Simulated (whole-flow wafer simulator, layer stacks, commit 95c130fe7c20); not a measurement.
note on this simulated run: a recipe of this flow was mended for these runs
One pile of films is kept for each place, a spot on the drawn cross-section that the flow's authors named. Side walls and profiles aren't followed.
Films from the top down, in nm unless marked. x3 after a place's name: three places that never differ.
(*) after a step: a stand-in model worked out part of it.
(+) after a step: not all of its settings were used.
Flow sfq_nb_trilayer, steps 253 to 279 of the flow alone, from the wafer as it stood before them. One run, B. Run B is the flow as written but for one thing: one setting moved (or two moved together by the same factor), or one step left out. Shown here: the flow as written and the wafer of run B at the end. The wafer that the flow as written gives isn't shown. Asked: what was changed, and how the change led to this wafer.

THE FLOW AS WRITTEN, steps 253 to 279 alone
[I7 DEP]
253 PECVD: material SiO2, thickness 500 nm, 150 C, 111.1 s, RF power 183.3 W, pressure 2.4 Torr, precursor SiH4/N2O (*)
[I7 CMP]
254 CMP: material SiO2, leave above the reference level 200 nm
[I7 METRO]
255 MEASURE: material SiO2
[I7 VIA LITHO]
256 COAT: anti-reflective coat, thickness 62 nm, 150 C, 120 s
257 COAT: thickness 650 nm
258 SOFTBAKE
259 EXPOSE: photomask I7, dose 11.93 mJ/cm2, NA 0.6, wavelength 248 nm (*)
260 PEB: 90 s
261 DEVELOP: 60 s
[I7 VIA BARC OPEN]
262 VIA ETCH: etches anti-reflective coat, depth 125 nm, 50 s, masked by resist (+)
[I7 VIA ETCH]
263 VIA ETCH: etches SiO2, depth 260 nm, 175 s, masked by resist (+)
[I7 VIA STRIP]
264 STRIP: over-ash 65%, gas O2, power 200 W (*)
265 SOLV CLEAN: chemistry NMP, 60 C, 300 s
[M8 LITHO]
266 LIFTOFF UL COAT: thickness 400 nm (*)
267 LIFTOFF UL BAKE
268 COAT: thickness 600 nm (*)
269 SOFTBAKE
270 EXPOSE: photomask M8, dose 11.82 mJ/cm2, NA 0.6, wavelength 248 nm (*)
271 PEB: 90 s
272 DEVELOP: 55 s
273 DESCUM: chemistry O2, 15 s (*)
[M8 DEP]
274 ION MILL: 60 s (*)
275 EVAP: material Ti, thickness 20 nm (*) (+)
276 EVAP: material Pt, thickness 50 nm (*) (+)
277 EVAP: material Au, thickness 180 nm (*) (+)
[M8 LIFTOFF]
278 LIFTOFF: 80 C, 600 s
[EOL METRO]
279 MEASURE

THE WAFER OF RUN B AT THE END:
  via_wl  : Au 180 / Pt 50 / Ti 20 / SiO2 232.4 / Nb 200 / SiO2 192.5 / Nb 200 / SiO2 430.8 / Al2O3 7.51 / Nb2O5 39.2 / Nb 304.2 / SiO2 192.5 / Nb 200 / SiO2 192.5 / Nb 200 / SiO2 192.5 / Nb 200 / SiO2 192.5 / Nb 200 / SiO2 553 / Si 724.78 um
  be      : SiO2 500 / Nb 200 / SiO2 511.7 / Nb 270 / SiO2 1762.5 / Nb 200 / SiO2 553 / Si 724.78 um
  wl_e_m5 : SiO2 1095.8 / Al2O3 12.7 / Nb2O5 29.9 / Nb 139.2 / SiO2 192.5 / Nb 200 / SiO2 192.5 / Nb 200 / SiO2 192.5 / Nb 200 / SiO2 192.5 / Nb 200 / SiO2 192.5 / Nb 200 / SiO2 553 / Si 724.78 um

The cause: step 254, CMP: material SiO2, leave above the reference level 200 nm, was left out.

How the change led to this, step by step:
  256 COAT: anti-reflective coat, thickness 62 nm, 150 C, 120 s
      m0r_line_l x2, m6r_line_l x2: anti-reflective coat +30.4 (new film) (as written it would be: anti-reflective coat +62 (new film))
      m0r_space_l, m0r_space_r, m6r_space_l, m6r_space_r: anti-reflective coat +107.5 (new film) (as written it would be: anti-reflective coat +62 (new film))
      (and at 90 more places)
  257 COAT: thickness 650 nm
      m0r_line_l x2, m6r_line_l x2: KrF-resist-other-grade +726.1 (new film) (as written it would be: KrF-resist-other-grade +650 (new film))
      via_w, r5r_spacepad_r: KrF-resist-other-grade +597.1 (new film) (as written it would be: KrF-resist-other-grade +650 (new film))
      (and at 76 more places)
  261 DEVELOP: 60 s
      via_wl: KrF-resist-other-grade -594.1 (all of it) (as written it would be: KrF-resist-other-grade -648.6 (all of it))
      via_w: KrF-resist-other-grade -595.9 (all of it) (as written it would be: KrF-resist-other-grade -648.6 (all of it))
      (and at 1 more place)
  262 VIA ETCH: etches anti-reflective coat, depth 125 nm, 50 s, masked by resist (+)
      via_wl: anti-reflective coat -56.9 (all of it), SiO2 -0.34 (as written it would be: anti-reflective coat -62 (all of it), SiO2 -0.31)
      via_w: anti-reflective coat -64.6 (all of it), SiO2 -0.3 (as written it would be: anti-reflective coat -62 (all of it), SiO2 -0.31)
  263 VIA ETCH: etches SiO2, depth 260 nm, 175 s, masked by resist (+)
      via_wl, via_w, via_wr: SiO2 -260 (as written it would be: SiO2 -199.7 (all of it), Nb -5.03)
  264 STRIP: over-ash 65%, gas O2, power 200 W (*)
      m0r_line_l x2, m6r_line_l x2: KrF-resist-other-grade -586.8 (all of it), anti-reflective coat -30.4 (all of it) (as written it would be: KrF-resist-other-grade -510.8 (all of it), anti-reflective coat -62 (all of it))
      m0r_space_l, m0r_space_r, m6r_space_l, m6r_space_r: KrF-resist-other-grade -522.7 (all of it), anti-reflective coat -107.5 (all of it) (as written it would be: KrF-resist-other-grade -510.8 (all of it), anti-reflective coat -62 (all of it))
      (and at 92 more places)
  266 LIFTOFF UL COAT: thickness 400 nm (*)
      m0r_line_l x2, m6r_line_l x2: lift-off-underlayer +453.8 (new film) (as written it would be: lift-off-underlayer +400 (new film))
      m0r_space_l, m0r_space_r, m6r_space_l, m6r_space_r: lift-off-underlayer +473 (new film) (as written it would be: lift-off-underlayer +400 (new film))
      (and at 83 more places)
  268 COAT: thickness 600 nm (*)
      m0r_line_l x2, m6r_line_l x2: KrF-resist-other-grade +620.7 (new film) (as written it would be: KrF-resist-other-grade +600 (new film))
      c5j, ce_r: KrF-resist-other-grade +574.2 (new film) (as written it would be: KrF-resist-other-grade +597 (new film))
      (and at 57 more places)
  272 DEVELOP: 55 s
      field_l: KrF-resist-other-grade -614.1 (all of it), lift-off-underlayer -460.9 (all of it) (as written it would be: KrF-resist-other-grade -593.6 (all of it), lift-off-underlayer -387.9 (all of it))
      v_sur: KrF-resist-other-grade -585.9 (all of it), lift-off-underlayer -292 (all of it) (as written it would be: KrF-resist-other-grade -607.6 (all of it), lift-off-underlayer -368.7 (all of it))
      (and at 9 more places)
  274 ION MILL: 60 s (*)
      via_wl, via_w, via_wr: SiO2 -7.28 (as written it would be: Nb -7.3)
  278 LIFTOFF: 80 C, 600 s
      m0r_line_l x2, m6r_line_l x2: Au -180 (all of it), Pt -50 (all of it), Ti -20 (all of it), KrF-resist-other-grade -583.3 (all of it), lift-off-underlayer -453.8 (all of it) (as written it would be: Au -180 (all of it), Pt -50 (all of it), Ti -20 (all of it), KrF-resist-other-grade -562.7 (all of it), lift-off-underlayer -400 (all of it))
      m0r_space_l, m0r_space_r, m6r_space_l, m6r_space_r: Au -180 (all of it), Pt -50 (all of it), Ti -20 (all of it), KrF-resist-other-grade -567.9 (all of it), lift-off-underlayer -473 (all of it) (as written it would be: Au -180 (all of it), Pt -50 (all of it), Ti -20 (all of it), KrF-resist-other-grade -562.7 (all of it), lift-off-underlayer -400 (all of it))
      (and at 74 more places)
Counting metal films that touch as one body, via_wl has 8 bodies (between them, from the top down: SiO2 232.4; SiO2 192.5; SiO2 430.8 / Al2O3 7.51 / Nb2O5 39.2; SiO2 192.5; SiO2 192.5; SiO2 192.5; SiO2 192.5); the flow as written gives 7 bodies (between them, from the top down: SiO2 192.5; SiO2 430.8 / Al2O3 7.51 / Nb2O5 39.2; SiO2 192.5; SiO2 192.5; SiO2 192.5; SiO2 192.5).
